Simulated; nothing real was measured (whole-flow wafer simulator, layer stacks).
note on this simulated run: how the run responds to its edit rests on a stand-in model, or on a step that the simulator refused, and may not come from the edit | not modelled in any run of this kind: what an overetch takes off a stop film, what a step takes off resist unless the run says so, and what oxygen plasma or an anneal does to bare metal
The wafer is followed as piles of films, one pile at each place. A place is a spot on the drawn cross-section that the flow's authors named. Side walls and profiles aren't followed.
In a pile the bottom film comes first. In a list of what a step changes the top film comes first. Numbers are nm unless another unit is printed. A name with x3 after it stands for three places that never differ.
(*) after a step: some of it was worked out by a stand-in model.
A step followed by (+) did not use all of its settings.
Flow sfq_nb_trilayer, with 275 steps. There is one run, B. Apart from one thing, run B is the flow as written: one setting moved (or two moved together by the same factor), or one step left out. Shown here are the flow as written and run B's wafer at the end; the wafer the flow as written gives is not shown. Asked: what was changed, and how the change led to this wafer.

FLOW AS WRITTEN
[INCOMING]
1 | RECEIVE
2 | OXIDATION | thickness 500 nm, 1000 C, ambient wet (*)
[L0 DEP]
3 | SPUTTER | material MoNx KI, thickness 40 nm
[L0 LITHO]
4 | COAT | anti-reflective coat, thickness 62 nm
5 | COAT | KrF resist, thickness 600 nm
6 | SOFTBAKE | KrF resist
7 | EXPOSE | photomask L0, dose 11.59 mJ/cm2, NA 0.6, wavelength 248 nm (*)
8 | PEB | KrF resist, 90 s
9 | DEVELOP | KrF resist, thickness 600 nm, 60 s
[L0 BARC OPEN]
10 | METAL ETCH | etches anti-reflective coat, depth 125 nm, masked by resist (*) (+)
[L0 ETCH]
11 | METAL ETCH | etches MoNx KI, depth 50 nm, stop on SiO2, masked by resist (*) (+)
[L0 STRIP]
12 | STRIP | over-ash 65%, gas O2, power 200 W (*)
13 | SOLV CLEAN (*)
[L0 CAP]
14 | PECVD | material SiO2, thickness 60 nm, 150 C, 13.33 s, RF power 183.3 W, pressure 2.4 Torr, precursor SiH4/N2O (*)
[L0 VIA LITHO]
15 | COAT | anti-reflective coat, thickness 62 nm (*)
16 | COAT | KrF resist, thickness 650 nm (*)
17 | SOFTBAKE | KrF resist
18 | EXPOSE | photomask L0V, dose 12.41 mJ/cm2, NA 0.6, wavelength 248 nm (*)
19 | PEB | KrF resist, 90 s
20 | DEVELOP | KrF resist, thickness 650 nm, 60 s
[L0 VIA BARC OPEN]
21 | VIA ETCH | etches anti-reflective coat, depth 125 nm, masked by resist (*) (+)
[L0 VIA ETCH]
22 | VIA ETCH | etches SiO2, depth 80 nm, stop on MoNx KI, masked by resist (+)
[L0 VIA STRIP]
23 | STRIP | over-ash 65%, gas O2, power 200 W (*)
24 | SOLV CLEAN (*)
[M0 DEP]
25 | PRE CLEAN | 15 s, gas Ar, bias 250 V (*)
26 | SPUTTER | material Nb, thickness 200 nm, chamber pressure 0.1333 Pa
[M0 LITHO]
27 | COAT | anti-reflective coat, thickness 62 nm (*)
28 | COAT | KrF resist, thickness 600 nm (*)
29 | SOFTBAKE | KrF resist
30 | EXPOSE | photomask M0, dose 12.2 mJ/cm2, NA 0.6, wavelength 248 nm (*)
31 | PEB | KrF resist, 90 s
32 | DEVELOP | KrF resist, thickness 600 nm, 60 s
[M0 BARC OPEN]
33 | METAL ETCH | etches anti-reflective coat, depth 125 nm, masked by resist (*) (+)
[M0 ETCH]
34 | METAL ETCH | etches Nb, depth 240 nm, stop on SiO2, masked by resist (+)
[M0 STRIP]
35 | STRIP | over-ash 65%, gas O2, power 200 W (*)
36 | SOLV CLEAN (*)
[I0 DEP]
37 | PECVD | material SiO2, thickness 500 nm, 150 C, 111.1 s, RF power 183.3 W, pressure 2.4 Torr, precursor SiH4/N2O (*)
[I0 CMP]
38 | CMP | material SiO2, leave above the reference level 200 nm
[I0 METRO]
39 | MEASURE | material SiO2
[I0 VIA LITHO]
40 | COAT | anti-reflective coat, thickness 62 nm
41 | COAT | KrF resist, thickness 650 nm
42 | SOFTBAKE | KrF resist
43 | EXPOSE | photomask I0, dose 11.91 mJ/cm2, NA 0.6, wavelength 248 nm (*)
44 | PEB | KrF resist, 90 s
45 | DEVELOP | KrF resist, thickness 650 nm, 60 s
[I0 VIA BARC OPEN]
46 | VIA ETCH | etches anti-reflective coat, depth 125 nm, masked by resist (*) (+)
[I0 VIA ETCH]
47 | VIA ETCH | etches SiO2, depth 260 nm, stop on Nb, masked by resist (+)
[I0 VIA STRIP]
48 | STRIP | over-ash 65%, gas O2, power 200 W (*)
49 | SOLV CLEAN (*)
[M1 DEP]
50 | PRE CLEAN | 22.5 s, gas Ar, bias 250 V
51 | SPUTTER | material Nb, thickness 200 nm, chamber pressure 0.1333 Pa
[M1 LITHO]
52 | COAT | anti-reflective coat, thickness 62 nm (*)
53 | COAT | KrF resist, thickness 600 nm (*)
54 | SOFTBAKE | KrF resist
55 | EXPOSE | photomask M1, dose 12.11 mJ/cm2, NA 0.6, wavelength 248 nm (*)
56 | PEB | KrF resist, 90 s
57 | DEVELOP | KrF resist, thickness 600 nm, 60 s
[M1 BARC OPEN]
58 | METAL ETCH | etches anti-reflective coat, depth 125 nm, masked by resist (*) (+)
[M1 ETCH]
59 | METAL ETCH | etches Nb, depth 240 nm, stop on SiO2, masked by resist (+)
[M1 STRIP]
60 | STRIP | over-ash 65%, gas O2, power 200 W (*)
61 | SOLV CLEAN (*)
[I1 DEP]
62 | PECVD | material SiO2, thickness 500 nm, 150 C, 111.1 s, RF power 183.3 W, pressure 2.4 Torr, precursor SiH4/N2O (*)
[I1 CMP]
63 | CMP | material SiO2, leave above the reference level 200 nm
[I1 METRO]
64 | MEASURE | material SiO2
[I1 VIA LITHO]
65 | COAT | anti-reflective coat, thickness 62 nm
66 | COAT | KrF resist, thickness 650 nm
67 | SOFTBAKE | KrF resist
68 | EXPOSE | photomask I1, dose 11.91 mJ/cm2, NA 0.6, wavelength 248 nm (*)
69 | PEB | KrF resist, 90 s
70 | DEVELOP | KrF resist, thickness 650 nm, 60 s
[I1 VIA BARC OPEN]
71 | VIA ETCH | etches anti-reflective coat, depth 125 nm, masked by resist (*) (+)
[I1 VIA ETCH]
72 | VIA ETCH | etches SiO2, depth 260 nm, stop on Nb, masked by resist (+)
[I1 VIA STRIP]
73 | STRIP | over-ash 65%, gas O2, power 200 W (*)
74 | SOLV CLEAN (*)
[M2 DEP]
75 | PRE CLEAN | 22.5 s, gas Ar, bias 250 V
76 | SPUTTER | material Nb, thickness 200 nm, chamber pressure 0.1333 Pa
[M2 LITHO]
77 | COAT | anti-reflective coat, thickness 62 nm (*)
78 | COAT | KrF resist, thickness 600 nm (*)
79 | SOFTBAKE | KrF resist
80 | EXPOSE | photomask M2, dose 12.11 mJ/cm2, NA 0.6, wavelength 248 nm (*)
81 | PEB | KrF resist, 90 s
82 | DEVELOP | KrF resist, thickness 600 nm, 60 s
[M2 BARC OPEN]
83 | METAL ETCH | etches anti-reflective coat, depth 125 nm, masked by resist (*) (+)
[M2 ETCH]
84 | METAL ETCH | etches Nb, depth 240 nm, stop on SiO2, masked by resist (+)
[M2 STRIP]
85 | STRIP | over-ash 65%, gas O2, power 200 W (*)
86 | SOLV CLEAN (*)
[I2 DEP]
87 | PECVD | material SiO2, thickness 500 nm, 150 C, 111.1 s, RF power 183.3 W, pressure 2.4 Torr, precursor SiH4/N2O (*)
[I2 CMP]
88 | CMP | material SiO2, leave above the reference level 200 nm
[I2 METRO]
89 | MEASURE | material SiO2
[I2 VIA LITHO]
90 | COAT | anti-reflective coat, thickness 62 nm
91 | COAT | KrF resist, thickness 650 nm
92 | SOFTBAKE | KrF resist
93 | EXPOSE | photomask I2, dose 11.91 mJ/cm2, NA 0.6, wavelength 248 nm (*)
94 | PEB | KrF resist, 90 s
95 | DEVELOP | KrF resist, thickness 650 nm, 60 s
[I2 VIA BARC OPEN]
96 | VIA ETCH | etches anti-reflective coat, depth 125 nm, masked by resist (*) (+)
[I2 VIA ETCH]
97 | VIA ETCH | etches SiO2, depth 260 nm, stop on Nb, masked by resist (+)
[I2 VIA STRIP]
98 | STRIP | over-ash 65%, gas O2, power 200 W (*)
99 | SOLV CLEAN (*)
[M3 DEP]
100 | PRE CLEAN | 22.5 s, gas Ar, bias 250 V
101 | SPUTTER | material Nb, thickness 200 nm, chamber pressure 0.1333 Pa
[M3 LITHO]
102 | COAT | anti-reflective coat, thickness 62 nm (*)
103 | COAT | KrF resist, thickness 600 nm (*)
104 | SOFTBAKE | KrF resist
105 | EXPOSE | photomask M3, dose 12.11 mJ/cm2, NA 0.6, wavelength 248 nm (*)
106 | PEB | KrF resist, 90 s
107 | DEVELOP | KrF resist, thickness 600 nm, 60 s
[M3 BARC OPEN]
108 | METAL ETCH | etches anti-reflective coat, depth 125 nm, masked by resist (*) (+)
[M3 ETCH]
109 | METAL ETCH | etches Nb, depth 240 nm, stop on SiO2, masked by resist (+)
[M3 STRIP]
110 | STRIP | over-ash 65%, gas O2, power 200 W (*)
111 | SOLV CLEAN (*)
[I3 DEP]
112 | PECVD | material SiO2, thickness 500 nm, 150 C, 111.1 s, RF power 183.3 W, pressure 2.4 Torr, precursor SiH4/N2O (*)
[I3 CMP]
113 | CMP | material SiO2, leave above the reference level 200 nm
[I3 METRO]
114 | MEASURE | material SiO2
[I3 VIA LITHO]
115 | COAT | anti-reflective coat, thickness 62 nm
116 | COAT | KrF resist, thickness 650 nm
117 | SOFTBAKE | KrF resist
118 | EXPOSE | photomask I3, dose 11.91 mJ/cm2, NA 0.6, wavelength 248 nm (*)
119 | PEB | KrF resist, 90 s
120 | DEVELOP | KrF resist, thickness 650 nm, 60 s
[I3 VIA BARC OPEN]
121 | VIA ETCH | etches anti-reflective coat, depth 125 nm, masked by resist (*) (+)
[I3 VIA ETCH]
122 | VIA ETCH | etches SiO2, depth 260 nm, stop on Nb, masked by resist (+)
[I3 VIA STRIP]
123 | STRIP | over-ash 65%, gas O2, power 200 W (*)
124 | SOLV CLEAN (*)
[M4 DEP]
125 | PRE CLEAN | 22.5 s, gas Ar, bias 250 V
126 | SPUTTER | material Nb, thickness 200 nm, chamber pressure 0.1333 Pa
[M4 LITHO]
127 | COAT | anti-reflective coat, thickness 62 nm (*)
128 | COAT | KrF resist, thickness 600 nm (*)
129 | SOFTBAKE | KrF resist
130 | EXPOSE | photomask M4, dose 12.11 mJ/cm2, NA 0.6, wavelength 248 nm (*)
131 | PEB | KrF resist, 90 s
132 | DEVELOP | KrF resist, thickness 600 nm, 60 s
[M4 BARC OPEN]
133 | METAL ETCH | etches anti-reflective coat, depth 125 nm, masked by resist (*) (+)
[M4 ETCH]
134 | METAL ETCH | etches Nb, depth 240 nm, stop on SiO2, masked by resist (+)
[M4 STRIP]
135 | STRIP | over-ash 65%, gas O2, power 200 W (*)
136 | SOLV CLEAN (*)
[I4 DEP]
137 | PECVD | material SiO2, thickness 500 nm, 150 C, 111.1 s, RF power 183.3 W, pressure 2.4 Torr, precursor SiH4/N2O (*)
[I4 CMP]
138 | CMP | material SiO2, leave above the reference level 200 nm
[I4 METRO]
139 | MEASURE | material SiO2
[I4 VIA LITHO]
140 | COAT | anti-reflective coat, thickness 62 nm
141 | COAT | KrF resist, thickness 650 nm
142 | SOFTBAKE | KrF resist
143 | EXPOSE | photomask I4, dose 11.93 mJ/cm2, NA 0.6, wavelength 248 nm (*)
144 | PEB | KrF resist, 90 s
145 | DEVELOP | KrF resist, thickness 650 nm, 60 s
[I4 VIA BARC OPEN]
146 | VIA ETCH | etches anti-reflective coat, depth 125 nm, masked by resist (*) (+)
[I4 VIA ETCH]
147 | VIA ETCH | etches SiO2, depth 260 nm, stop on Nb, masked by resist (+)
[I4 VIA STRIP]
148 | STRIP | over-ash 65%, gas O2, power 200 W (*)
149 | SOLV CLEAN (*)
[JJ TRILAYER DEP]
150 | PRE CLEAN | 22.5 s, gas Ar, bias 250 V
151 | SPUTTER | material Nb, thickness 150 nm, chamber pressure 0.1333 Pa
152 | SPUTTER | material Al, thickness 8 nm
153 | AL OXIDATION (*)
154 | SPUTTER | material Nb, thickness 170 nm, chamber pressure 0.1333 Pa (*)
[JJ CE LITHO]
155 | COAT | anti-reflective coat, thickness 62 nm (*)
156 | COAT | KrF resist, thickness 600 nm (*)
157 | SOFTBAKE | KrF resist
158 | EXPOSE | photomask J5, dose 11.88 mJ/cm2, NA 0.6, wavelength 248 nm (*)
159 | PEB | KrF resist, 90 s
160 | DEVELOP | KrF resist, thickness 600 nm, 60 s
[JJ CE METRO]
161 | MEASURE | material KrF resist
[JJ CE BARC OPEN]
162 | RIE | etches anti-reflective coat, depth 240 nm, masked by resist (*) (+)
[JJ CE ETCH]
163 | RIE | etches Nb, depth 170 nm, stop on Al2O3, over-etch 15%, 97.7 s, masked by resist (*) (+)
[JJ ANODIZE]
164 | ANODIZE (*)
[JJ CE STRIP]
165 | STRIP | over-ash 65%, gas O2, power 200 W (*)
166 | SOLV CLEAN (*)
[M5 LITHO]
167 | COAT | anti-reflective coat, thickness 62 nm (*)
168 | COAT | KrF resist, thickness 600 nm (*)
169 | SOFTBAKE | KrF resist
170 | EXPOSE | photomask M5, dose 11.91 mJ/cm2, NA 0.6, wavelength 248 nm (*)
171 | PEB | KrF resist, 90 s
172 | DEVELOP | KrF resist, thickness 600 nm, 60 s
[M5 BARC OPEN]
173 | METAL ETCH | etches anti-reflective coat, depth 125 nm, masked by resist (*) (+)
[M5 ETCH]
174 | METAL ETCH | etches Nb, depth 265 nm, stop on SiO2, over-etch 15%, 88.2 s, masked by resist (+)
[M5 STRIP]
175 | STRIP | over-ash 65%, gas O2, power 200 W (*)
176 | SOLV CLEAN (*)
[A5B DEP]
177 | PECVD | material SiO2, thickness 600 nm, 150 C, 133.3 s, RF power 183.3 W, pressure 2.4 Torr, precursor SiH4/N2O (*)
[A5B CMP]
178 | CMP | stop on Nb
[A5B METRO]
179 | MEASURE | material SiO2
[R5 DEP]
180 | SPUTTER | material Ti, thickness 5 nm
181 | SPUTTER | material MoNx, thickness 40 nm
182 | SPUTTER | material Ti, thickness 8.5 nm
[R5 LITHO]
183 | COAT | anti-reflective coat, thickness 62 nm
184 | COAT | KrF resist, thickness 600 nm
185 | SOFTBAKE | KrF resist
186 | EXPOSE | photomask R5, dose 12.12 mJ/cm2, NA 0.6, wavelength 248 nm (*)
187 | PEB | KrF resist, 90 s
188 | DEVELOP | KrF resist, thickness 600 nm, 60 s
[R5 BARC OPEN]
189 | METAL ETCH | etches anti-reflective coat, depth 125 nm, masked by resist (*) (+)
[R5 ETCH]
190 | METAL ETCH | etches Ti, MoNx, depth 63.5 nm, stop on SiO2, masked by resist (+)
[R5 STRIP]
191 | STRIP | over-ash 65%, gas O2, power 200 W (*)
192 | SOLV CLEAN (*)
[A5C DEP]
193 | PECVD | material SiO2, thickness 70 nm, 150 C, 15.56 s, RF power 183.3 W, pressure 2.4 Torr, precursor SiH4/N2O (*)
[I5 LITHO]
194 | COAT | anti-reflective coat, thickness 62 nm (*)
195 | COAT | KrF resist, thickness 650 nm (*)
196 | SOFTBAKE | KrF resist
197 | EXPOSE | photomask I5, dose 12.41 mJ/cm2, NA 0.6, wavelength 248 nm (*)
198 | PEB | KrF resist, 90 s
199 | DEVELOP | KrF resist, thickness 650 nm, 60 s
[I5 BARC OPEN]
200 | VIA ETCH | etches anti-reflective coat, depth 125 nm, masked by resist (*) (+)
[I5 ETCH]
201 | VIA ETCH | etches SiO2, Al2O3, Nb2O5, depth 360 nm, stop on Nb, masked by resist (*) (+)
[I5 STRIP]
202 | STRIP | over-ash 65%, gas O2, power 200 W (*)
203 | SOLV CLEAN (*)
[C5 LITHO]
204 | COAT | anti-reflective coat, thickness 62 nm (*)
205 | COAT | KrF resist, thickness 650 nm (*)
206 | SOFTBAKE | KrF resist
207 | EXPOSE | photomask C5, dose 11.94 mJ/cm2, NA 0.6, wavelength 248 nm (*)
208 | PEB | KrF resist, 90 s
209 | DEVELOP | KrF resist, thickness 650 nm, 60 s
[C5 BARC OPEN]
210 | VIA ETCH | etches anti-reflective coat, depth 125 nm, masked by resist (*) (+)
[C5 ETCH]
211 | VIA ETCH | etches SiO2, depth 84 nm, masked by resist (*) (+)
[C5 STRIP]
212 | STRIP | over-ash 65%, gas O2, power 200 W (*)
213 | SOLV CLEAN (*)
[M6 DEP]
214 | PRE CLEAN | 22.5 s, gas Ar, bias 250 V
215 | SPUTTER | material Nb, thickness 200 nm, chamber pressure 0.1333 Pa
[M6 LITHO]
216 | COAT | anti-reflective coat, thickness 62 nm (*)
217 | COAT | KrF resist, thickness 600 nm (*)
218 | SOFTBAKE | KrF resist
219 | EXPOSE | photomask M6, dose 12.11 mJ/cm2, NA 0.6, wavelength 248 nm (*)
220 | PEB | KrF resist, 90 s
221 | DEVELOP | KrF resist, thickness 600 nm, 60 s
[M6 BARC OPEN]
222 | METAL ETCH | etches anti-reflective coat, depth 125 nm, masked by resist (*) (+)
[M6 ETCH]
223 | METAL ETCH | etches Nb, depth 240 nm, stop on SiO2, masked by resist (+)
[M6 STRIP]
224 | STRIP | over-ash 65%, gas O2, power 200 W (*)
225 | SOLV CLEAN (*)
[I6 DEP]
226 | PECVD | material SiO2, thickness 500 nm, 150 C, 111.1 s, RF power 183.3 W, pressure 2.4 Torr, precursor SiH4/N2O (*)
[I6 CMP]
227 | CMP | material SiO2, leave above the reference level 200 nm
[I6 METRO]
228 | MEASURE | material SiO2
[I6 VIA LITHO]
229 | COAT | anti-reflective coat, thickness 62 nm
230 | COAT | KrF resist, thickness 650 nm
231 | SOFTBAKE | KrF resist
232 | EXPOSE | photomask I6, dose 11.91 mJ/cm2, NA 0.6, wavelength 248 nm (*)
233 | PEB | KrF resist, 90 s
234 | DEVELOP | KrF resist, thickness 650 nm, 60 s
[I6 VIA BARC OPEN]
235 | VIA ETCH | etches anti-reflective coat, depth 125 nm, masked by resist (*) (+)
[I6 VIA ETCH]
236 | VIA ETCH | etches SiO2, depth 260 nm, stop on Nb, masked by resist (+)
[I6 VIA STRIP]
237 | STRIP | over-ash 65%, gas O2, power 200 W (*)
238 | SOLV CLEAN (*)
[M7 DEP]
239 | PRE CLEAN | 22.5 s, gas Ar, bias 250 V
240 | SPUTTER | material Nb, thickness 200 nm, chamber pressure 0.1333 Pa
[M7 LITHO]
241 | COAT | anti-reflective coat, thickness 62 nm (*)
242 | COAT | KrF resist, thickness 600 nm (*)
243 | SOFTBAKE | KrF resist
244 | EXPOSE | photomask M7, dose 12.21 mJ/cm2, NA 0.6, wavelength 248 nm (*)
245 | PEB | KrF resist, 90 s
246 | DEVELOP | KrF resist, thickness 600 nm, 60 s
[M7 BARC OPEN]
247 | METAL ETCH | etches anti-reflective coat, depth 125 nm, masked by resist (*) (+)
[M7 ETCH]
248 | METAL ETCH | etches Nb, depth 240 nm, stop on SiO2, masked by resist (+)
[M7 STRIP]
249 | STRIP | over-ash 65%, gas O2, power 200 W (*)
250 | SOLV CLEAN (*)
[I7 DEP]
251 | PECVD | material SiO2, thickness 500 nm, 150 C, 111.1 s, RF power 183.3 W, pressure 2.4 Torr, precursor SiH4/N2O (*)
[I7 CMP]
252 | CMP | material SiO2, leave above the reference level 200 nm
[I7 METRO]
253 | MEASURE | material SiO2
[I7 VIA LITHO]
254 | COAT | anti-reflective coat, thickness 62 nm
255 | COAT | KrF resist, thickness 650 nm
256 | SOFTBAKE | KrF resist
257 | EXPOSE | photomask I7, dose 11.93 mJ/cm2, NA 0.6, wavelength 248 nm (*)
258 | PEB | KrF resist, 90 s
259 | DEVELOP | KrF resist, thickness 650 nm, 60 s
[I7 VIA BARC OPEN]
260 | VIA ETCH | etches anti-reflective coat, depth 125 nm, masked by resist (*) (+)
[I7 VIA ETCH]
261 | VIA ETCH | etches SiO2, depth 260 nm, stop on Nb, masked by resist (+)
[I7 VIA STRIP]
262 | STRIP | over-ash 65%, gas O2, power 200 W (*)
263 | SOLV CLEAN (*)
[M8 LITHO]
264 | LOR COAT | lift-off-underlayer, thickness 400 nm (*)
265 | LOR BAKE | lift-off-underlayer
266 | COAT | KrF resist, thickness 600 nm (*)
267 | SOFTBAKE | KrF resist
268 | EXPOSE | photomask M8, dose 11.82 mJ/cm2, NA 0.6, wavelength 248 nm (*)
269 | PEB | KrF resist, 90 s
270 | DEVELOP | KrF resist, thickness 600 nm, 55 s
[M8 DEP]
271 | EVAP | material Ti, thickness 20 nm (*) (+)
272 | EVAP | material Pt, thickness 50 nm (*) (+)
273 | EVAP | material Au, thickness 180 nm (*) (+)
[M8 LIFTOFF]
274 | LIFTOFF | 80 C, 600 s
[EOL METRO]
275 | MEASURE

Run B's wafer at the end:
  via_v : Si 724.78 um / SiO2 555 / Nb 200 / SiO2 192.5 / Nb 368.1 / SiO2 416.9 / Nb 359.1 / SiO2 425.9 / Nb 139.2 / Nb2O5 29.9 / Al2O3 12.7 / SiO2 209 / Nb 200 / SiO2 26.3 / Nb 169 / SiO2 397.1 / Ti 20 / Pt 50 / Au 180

What caused this: step 236, VIA ETCH: depth 166 nm was run, while the flow as written has depth 260 nm.

How this came from the change, step by step:
  236 | VIA ETCH | etches SiO2, depth 260 nm, stop on Nb, masked by resist (+)
      via_v: -166 SiO2 (it would be, as written: -199.8 SiO2 (all of it))
      field_l, v_sur, via_wl and 102 more: -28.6 KrF resist (it would be, as written: -44.8 KrF resist)
  237 | STRIP | over-ash 65%, gas O2, power 200 W (*)
      field_l, v_sur, via_wl and 102 more: -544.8 KrF resist (all of it), -62 anti-reflective coat (all of it) (it would be, as written: -528.6 KrF resist (all of it), -62 anti-reflective coat (all of it))
  239 | PRE CLEAN | 22.5 s, gas Ar, bias 250 V
      via_v: -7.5 SiO2 (it would be, as written: -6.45 Nb)
  240 | SPUTTER | material Nb, thickness 200 nm, chamber pressure 0.1333 Pa
      via_v: +169 Nb (new film) (it would be, as written: +161.1 Nb)
  241 | COAT | anti-reflective coat, thickness 62 nm (*)
      via_v: +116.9 anti-reflective coat (new film) (it would be, as written: +126 anti-reflective coat (new film))
  242 | COAT | KrF resist, thickness 600 nm (*)
      via_v: +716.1 KrF resist (new film) (it would be, as written: +742.5 KrF resist (new film))
  249 | STRIP | over-ash 65%, gas O2, power 200 W (*)
      via_v: -498.2 KrF resist (all of it), -116.9 anti-reflective coat (all of it) (it would be, as written: -524.5 KrF resist (all of it), -126 anti-reflective coat (all of it))
  251 | PECVD | material SiO2, thickness 500 nm, 150 C, 111.1 s, RF power 183.3 W, pressure 2.4 Torr, precursor SiH4/N2O (*)
      via_v: +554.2 SiO2 (new film) (it would be, as written: +621 SiO2 (new film))
  252 | CMP | material SiO2, leave above the reference level 200 nm
      via_v: -157.1 SiO2 (it would be, as written: -183.1 SiO2)
Taking metal films that touch as one body, via_v has 7 bodies (between them, from the top down: SiO2 397.1; SiO2 26.3; SiO2 209 / Al2O3 12.7 / Nb2O5 29.9; SiO2 425.9; SiO2 416.9; SiO2 192.5); the flow as written gives 6 bodies (between them, from the top down: SiO2 437.8; SiO2 209 / Al2O3 12.7 / Nb2O5 29.9; SiO2 425.9; SiO2 416.9; SiO2 192.5).
